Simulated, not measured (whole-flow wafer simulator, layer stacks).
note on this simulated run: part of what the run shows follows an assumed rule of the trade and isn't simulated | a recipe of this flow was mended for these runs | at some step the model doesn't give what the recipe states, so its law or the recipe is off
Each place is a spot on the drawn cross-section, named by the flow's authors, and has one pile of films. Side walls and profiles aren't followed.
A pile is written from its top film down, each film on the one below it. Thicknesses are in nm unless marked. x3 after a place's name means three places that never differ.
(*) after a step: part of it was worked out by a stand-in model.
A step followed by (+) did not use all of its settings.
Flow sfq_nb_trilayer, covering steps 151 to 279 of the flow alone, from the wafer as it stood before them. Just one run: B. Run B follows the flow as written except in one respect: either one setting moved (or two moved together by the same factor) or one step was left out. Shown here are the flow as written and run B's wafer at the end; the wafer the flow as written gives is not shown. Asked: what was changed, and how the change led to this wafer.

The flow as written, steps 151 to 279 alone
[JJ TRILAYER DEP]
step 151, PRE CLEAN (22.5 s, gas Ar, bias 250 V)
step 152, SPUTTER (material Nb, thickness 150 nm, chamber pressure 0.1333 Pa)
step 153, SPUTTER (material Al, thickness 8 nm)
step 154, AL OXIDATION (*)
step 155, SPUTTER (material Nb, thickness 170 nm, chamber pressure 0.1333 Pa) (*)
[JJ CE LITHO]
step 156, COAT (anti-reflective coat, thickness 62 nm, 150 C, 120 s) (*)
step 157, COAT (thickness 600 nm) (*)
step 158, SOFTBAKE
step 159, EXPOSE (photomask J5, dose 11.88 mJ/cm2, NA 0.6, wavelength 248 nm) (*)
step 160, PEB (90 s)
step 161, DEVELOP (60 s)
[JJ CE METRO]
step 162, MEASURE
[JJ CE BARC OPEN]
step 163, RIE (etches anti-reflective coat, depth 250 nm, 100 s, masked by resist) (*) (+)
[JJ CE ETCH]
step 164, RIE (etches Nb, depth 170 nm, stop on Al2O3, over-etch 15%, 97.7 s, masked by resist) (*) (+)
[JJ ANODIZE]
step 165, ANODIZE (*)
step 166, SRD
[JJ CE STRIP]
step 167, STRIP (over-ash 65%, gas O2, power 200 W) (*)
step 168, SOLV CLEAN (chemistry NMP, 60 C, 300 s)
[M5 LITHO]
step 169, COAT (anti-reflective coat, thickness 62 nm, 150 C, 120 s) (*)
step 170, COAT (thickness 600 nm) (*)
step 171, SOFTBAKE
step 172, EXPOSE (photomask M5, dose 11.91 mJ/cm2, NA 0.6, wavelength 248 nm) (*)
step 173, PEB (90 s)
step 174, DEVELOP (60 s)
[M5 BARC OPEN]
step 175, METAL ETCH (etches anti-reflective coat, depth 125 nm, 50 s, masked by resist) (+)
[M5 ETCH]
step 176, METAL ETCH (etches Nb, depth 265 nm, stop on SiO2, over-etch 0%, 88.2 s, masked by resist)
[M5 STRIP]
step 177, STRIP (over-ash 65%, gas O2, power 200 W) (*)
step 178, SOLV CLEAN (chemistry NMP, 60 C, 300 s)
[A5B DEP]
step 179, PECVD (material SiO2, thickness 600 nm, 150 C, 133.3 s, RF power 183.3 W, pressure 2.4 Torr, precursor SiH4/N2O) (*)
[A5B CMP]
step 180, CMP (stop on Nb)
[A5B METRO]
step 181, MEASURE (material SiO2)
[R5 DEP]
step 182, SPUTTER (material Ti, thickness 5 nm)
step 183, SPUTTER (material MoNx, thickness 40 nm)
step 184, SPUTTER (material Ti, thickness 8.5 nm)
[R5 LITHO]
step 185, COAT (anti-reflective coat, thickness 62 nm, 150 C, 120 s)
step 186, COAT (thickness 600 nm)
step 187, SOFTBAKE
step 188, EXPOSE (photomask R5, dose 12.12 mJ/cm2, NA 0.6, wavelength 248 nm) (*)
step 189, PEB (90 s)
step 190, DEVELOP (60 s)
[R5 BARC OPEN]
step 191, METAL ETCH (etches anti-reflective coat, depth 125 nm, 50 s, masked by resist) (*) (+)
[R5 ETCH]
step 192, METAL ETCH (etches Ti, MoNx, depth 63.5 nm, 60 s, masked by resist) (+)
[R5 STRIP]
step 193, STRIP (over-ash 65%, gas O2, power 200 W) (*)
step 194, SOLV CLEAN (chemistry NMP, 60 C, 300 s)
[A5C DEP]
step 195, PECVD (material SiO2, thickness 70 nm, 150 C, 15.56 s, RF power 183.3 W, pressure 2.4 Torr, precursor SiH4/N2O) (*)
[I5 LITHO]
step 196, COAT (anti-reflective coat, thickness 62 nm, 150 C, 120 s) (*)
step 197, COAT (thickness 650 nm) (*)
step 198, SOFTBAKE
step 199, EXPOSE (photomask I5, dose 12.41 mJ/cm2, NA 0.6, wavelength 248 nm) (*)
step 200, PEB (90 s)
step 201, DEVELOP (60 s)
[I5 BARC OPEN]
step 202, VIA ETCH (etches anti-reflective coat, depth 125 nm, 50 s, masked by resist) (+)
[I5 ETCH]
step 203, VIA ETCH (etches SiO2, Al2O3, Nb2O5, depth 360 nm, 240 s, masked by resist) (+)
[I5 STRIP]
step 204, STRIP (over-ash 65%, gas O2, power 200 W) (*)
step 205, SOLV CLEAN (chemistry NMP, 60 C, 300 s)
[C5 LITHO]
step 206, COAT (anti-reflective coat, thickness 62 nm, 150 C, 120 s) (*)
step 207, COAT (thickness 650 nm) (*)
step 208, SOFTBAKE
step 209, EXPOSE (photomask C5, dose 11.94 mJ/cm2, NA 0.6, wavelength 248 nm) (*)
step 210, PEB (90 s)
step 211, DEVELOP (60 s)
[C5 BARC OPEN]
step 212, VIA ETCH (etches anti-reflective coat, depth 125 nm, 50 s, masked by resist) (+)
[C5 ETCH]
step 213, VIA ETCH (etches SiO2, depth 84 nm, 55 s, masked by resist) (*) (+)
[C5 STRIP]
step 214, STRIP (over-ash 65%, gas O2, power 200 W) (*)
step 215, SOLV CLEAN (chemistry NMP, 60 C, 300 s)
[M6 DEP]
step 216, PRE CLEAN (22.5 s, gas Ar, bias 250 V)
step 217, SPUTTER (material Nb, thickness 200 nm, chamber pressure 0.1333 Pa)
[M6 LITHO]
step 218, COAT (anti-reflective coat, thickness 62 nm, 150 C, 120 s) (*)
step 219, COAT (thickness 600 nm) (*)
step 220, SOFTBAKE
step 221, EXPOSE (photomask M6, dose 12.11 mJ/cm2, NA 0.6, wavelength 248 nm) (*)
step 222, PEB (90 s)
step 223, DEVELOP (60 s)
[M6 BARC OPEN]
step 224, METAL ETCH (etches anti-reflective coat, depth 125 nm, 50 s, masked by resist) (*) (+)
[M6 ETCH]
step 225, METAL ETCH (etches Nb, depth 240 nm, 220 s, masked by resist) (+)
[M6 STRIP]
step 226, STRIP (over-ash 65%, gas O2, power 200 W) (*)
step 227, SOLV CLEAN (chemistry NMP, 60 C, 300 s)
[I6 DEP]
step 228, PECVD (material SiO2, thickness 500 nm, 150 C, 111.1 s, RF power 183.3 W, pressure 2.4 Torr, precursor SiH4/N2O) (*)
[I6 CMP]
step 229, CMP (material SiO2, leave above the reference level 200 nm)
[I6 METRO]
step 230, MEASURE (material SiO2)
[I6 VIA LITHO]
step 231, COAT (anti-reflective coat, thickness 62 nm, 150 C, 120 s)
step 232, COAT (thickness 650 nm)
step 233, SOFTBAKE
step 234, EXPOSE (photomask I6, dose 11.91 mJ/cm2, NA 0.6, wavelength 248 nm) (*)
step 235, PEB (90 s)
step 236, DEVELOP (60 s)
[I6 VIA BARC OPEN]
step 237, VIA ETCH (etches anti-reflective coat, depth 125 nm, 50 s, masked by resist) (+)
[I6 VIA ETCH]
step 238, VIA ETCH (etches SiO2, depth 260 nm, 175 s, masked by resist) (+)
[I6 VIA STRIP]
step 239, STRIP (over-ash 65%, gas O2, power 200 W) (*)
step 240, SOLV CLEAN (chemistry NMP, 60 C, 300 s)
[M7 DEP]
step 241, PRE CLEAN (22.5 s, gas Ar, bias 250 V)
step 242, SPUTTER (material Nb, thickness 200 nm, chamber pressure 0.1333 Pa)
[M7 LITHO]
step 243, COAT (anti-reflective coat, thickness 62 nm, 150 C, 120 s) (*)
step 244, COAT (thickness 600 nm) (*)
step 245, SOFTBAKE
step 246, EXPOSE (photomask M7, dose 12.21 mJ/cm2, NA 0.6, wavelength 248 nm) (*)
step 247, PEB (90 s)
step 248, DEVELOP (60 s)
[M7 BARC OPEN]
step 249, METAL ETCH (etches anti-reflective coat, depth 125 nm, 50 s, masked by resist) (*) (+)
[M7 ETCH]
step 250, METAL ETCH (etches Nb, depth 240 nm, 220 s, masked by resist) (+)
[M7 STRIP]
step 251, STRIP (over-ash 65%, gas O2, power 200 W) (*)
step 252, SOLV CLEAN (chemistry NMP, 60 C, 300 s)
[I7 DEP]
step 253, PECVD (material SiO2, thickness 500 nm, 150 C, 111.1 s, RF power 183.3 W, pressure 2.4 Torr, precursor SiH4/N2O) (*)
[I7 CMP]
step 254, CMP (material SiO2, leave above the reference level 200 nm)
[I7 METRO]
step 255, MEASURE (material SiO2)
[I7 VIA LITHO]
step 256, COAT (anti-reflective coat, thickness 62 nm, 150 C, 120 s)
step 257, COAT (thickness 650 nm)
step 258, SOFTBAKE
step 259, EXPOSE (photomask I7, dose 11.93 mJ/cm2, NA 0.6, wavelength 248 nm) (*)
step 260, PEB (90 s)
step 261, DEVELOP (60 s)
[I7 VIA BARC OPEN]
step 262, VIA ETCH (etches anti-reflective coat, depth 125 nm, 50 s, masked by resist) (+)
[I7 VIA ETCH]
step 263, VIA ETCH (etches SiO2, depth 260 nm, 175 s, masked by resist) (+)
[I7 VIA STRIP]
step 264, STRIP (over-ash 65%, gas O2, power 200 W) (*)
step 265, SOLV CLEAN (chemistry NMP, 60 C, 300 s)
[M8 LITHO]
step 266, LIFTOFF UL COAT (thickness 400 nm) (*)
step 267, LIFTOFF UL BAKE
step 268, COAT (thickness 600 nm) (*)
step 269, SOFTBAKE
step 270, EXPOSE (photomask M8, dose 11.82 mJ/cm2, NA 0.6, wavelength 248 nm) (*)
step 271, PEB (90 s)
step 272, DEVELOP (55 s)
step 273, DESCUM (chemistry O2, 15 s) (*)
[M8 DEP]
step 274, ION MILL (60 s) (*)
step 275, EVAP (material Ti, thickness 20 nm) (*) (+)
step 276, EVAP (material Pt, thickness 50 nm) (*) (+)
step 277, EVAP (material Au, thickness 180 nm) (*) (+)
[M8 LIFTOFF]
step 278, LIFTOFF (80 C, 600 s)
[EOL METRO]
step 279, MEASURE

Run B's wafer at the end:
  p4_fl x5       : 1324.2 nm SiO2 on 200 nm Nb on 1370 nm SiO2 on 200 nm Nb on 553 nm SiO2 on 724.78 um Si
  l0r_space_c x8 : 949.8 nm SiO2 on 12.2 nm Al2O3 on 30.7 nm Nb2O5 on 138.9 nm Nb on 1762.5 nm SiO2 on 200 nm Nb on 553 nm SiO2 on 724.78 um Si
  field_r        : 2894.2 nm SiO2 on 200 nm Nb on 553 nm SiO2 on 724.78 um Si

The reason: step 155, SPUTTER: thickness 120 nm was run, whereas the flow has thickness 170 nm.

The path from the change to this, step by step:
  step 155, SPUTTER (material Nb, thickness 170 nm, chamber pressure 0.1333 Pa) (*)
      field_l, v_sur, via_sp and 100 more: +120 Nb (new film) (in the flow as written it would be: +170 Nb (new film))
      via_wl, via_wr: +98.6 Nb (new film) (in the flow as written it would be: +139.9 Nb (new film))
      (as well as at 1 more place)
  step 156, COAT (anti-reflective coat, thickness 62 nm, 150 C, 120 s) (*)
      via_wl, via_wr: +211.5 anti-reflective coat (new film) (in the flow as written it would be: +224.3 anti-reflective coat (new film))
      via_w: +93 anti-reflective coat (new film) (in the flow as written it would be: +97.3 anti-reflective coat (new film))
  step 163, RIE (etches anti-reflective coat, depth 250 nm, 100 s, masked by resist) (*) (+)
      via_wl, via_wr: -211.5 anti-reflective coat (all of it) (in the flow as written it would be: -224.3 anti-reflective coat (all of it))
      via_w: -93 anti-reflective coat (all of it) (in the flow as written it would be: -97.3 anti-reflective coat (all of it))
  step 164, RIE (etches Nb, depth 170 nm, stop on Al2O3, over-etch 15%, 97.7 s, masked by resist) (*) (+)
      field_l, v_sur, via_sp and 96 more: -120 Nb (all of it), -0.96 Al2O3 (all of it) (in the flow as written it would be: -170 Nb (all of it), -0.51 Al2O3)
      via_wl, via_wr: -98.6 Nb (all of it), -0.96 Al2O3 (all of it) (in the flow as written it would be: -139.9 Nb (all of it), -0.96 Al2O3 (all of it))
      (as well as at 1 more place)
  step 165, ANODIZE (*)
      field_l, v_sur, via_sp and 96 more: +12.2 Al2O3 (new film), +30.7 Nb2O5 (new film), -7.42 Al (all of it), -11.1 Nb (in the flow as written it would be: +12.2 Al2O3, +29.9 Nb2O5 (new film), -7.42 Al (all of it), -10.8 Nb)
  step 169, COAT (anti-reflective coat, thickness 62 nm, 150 C, 120 s) (*)
      wl_j_sl, wl_j_sr: +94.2 anti-reflective coat (new film) (in the flow as written it would be: +110.7 anti-reflective coat (new film))
      be_sur: +54.4 anti-reflective coat (new film) (in the flow as written it would be: +48.7 anti-reflective coat (new film))
      (as well as at 13 more places)
  step 170, COAT (thickness 600 nm) (*)
      gap: +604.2 KrF-resist-other-grade (new film) (in the flow as written it would be: +618 KrF-resist-other-grade (new film))
      ce_l: +565.2 KrF-resist-other-grade (new film) (in the flow as written it would be: +533.7 KrF-resist-other-grade (new film))
      (as well as at 5 more places)
  step 174, DEVELOP (60 s)
      wl_a_sl: -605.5 KrF-resist-other-grade (all of it) (in the flow as written it would be: -619.6 KrF-resist-other-grade (all of it))
  step 175, METAL ETCH (etches anti-reflective coat, depth 125 nm, 50 s, masked by resist) (+)
      r_sur: -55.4 anti-reflective coat (all of it), -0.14 Al2O3 (in the flow as written it would be: -49.6 anti-reflective coat (all of it), -0.15 Al2O3)
      r_end: -62.4 anti-reflective coat (all of it), -0.13 Al2O3 (in the flow as written it would be: -63.9 anti-reflective coat (all of it), -0.12 Al2O3)
      (as well as at 3 more places)
  step 176, METAL ETCH (etches Nb, depth 265 nm, stop on SiO2, over-etch 0%, 88.2 s, masked by resist)
      field_l, res, r_end and 47 more: -12.1 Al2O3 (all of it), -30.7 Nb2O5 (all of it), -138.9 Nb (all of it), -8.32 SiO2 (in the flow as written it would be: -12.6 Al2O3 (all of it), -29.9 Nb2O5 (all of it), -139.2 Nb (all of it), -8.33 SiO2)
      r_sur, wl_a_sl, wl_a_m6: -12.1 Al2O3 (all of it), -30.7 Nb2O5 (all of it), -138.9 Nb (all of it), -8.32 SiO2 (in the flow as written it would be: -12.5 Al2O3 (all of it), -29.9 Nb2O5 (all of it), -139.2 Nb (all of it), -8.33 SiO2)
  step 177, STRIP (over-ash 65%, gas O2, power 200 W) (*)
      be_sur: -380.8 KrF-resist-other-grade (all of it), -54.4 anti-reflective coat (all of it) (in the flow as written it would be: -386.5 KrF-resist-other-grade (all of it), -48.7 anti-reflective coat (all of it))
      gap: -377.5 KrF-resist-other-grade (all of it), -63.8 anti-reflective coat (all of it) (in the flow as written it would be: -391.2 KrF-resist-other-grade (all of it), -53.1 anti-reflective coat (all of it))
      (as well as at 9 more places)
  step 180, CMP (stop on Nb)
      field_l, lsp_m, ln_m6 and 44 more: -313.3 SiO2 (in the flow as written it would be: -263.3 SiO2)
      v_sur, via_sp, via_v and 43 more: -503.6 SiO2 (in the flow as written it would be: -453.5 SiO2)
      (as well as at 9 more places)
  step 203, VIA ETCH (etches SiO2, Al2O3, Nb2O5, depth 360 nm, 240 s, masked by resist) (+)
      be: -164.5 SiO2 (all of it), -12.2 Al2O3 (all of it), -30.7 Nb2O5 (all of it), -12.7 Nb (in the flow as written it would be: -214.5 SiO2 (all of it), -12.7 Al2O3 (all of it), -29.9 Nb2O5 (all of it), -8.57 Nb)
  step 206, COAT (anti-reflective coat, thickness 62 nm, 150 C, 120 s) (*)
      be: +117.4 anti-reflective coat (new film) (in the flow as written it would be: +124.3 anti-reflective coat (new film))
  step 207, COAT (thickness 650 nm) (*)
      be: +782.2 KrF-resist-other-grade (new film) (in the flow as written it would be: +815 KrF-resist-other-grade (new film))
  step 214, STRIP (over-ash 65%, gas O2, power 200 W) (*)
      be: -673 KrF-resist-other-grade (all of it), -117.4 anti-reflective coat (all of it) (in the flow as written it would be: -705.8 KrF-resist-other-grade (all of it), -124.3 anti-reflective coat (all of it))
  ... 4 further steps ...
  step 228, PECVD (material SiO2, thickness 500 nm, 150 C, 111.1 s, RF power 183.3 W, pressure 2.4 Torr, precursor SiH4/N2O) (*)
      be: +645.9 SiO2 (new film) (in the flow as written it would be: +702 SiO2 (new film))
